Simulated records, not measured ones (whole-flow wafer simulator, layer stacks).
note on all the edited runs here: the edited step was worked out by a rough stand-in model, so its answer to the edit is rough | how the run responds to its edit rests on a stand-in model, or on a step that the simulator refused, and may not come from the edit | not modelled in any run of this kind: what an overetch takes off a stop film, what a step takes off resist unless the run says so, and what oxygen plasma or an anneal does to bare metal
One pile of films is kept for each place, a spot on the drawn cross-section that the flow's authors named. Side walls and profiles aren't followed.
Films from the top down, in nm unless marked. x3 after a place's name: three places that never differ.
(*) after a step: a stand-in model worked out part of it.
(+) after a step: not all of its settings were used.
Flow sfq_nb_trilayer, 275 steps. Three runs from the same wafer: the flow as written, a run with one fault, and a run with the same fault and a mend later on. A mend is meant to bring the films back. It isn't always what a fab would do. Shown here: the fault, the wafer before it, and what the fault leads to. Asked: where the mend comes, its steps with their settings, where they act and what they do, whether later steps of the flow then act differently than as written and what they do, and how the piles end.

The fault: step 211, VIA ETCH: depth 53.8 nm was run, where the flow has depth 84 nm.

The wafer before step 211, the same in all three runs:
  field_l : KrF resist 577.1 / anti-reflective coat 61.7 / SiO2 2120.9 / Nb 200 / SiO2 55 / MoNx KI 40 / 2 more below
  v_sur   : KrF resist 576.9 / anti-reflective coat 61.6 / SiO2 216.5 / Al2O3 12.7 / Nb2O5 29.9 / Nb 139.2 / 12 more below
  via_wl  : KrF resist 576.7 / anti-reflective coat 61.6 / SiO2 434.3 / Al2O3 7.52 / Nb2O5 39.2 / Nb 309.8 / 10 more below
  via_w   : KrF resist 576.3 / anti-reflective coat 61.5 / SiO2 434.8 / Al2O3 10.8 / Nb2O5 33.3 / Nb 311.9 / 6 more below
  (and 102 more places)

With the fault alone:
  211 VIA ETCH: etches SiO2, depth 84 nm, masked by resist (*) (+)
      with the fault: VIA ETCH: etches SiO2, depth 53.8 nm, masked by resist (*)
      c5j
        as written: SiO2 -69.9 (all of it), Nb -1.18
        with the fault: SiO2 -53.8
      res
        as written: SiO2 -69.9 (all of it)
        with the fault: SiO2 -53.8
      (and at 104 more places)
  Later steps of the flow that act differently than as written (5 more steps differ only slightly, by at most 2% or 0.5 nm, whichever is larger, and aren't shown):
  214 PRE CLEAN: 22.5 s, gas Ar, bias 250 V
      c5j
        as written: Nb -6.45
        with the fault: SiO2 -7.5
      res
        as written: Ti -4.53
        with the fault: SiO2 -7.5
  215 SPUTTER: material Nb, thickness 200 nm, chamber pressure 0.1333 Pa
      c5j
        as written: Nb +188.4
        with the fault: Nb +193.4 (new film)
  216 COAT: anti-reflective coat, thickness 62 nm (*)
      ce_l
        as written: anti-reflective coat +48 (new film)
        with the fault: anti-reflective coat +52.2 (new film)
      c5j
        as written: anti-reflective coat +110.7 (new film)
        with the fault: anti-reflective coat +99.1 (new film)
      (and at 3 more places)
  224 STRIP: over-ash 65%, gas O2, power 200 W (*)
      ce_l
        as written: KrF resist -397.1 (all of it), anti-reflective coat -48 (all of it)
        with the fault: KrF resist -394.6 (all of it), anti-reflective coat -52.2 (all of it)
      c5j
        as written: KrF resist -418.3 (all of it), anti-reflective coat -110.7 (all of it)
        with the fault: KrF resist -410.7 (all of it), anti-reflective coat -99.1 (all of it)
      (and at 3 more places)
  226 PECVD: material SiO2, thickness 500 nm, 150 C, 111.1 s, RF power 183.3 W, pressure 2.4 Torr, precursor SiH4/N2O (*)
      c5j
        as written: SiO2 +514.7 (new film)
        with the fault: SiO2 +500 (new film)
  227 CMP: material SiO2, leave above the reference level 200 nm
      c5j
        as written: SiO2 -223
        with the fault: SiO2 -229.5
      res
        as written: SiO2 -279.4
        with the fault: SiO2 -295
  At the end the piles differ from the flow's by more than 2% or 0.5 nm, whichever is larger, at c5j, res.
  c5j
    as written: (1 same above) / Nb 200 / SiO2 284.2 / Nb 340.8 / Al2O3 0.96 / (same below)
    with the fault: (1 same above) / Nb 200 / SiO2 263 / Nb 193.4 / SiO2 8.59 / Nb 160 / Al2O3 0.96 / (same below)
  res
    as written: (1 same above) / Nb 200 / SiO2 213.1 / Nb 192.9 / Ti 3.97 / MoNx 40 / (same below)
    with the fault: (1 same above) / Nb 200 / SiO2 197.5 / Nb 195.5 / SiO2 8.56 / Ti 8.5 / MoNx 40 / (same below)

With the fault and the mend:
  The mend comes after step 212.
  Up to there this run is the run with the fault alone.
  212a COAT: anti-reflective coat, thickness 62 nm (*) (the flow's step 204 once more)
      field_r, ln_m5, p4_fl x3 and 61 more
        anti-reflective coat +62 (new film)
      lsp_m, ln_m6, lsp_r and 6 more
        anti-reflective coat +61.9 (new film)
      v_sur, via_wl
        anti-reflective coat +61.5 (new film)
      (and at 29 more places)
  212b COAT: KrF resist, thickness 650 nm (*) (the flow's step 205 once more)
      l0v, p4_fl x3, p4_w1 x9 and 35 more
        KrF resist +650 (new film)
      wl_b_m5, wl_b_sr, wl_c_sl and 12 more
        KrF resist +649.9 (new film)
      r5r_line_l, r5r_line_c, r5r_line_r
        KrF resist +634.3 (new film)
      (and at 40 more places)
  212c SOFTBAKE: KrF resist (the flow's step 206 once more)
      changes no film at any place that is followed
  212d EXPOSE: photomask C5, dose 11.94 mJ/cm2, NA 0.6, wavelength 248 nm (*) (the flow's step 207 once more)
      changes no film at any place that is followed
  212e PEB: KrF resist, 90 s (the flow's step 208 once more)
      field_l, sp_r, moat and 79 more
        KrF resist -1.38
      v_sur, via_wl, via_w, via_wr, via_sp, be_sur, jj_sur, res
        KrF resist -1.37
      r5r_line_l, r5r_line_c, r5r_line_r
        KrF resist -1.34
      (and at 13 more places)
  212f DEVELOP: KrF resist, thickness 650 nm, 60 s (the flow's step 209 once more)
      field_l, v_sur, via_wl and 101 more
        KrF resist -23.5
      c5j
        KrF resist -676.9 (all of it)
      res
        KrF resist -645.3 (all of it)
  212g VIA ETCH: etches anti-reflective coat, depth 125 nm, masked by resist (*) (+) (the flow's step 210 once more)
      field_l, v_sur, via_wl and 101 more
        KrF resist -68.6
      c5j
        anti-reflective coat -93 (all of it), SiO2 -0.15
      res
        anti-reflective coat -82.3 (all of it), SiO2 -0.21
  212h VIA ETCH: etches SiO2, depth 30.2 nm, masked by resist (*) (+) (the flow's step 211 once more, with other settings)
      field_l, v_sur, via_wl and 101 more
        KrF resist -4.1
      c5j
        SiO2 -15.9 (all of it), Nb -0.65
      res
        SiO2 -15.9 (all of it)
  212i STRIP: over-ash 65%, gas O2, power 200 W (*) (the flow's step 212 once more)
      p4_fl x3, p4_w1 x9, p4_g1 x2 and 33 more
        KrF resist -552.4 (all of it), anti-reflective coat -62 (all of it)
      wl_b_sl, wl_b_m5, wl_b_sr and 14 more
        KrF resist -552.3 (all of it), anti-reflective coat -62 (all of it)
      wl_j_sl, wl_j_sr
        KrF resist -552.6 (all of it), anti-reflective coat -60.2 (all of it)
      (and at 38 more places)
  No later step of the flow acts differently than as written, at any place that is followed, by more than 2% or 0.5 nm, whichever is larger.
  At the end the piles differ from the flow's only slightly at the places that both follow, by at most 2% or 0.5 nm, whichever is larger.
